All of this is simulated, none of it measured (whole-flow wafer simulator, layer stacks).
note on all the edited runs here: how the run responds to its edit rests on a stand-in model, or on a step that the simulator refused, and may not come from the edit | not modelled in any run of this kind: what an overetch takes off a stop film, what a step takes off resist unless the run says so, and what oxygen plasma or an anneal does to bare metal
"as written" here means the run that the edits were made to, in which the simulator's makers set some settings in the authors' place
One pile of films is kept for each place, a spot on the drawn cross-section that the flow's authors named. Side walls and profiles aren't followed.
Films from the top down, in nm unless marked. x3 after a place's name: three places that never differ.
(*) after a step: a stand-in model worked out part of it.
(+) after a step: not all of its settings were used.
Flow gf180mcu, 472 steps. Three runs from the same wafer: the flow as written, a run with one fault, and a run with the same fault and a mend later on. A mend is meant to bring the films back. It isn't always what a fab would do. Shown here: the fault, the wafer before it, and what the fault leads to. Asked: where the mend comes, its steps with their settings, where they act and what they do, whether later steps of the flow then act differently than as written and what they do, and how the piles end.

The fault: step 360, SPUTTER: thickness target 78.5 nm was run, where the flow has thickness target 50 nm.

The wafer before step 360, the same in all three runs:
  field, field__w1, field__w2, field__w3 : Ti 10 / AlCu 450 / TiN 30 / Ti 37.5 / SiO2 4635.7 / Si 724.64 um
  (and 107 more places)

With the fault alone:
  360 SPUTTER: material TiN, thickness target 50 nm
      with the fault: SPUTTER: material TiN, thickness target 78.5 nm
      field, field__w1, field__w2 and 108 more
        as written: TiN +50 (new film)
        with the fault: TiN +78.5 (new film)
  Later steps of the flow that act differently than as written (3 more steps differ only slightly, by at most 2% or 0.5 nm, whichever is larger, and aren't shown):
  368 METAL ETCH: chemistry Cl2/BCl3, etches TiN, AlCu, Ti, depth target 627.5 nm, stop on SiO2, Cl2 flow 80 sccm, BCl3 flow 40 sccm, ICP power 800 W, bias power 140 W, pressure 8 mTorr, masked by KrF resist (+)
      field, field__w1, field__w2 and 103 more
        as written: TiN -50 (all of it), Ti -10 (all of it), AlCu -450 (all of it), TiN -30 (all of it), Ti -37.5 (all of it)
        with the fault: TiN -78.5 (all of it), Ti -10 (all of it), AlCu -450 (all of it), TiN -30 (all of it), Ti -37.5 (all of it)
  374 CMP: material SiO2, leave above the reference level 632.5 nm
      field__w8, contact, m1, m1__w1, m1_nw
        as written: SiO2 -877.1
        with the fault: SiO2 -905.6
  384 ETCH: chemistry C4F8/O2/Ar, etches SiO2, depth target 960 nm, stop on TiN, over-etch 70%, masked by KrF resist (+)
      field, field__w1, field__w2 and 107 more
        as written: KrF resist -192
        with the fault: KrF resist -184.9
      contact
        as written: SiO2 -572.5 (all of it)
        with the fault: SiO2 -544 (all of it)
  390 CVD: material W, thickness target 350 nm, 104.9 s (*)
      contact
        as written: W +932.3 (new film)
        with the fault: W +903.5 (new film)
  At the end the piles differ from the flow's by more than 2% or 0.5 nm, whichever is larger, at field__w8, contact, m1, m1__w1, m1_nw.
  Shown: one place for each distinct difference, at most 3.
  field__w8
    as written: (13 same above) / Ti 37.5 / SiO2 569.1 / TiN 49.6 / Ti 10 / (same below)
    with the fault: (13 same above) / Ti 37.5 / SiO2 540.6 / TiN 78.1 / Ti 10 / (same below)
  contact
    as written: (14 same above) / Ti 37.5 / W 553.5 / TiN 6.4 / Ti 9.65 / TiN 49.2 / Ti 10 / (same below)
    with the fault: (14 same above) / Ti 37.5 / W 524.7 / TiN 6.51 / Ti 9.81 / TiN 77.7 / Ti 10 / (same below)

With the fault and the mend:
  The mend comes after step 367.
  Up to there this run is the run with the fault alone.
  367a STRIP: chemistry O2/N2, power 2160 W, pressure 1700 mTorr (*)
      field__w8, contact, m1, m1__w1, m1_nw
        KrF resist -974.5 (all of it)
  367b METAL ETCH: chemistry Cl2/BCl3, etches TiN, AlCu, Ti, depth target 28.5 nm, Cl2 flow 80 sccm, BCl3 flow 40 sccm, ICP power 800 W, bias power 140 W, pressure 8 mTorr (the flow's step 260 once more, with other settings)
      field, field__w1, field__w2 and 108 more
        TiN -28.5
  367c HMDS: 120 C, 60 s (the flow's step 362 once more)
      changes no film at any place that is followed
  367d COAT: KrF resist, thickness 1000 nm (the flow's step 363 once more)
      field, field__w1, field__w2 and 108 more
        KrF resist +1000 (new film)
  367e SOFTBAKE: KrF resist (the flow's step 364 once more)
      changes no film at any place that is followed
  367f EXPOSE: photomask Metal4 (the flow's step 365 once more)
      changes no film at any place that is followed
  367g PEB: KrF resist, 135 C, 90 s (the flow's step 366 once more)
      field, field__w1, field__w2 and 108 more
        KrF resist -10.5
  367h DEVELOP: thickness 1000 nm, 60 s (the flow's step 367 once more)
      field, field__w1, field__w2 and 103 more
        KrF resist -989.5 (all of it)
      field__w8, contact, m1, m1__w1, m1_nw
        KrF resist -14.9
  No later step of the flow acts differently than as written at any place that is followed.
  At the end the piles are the same as the flow's at every place that both follow.
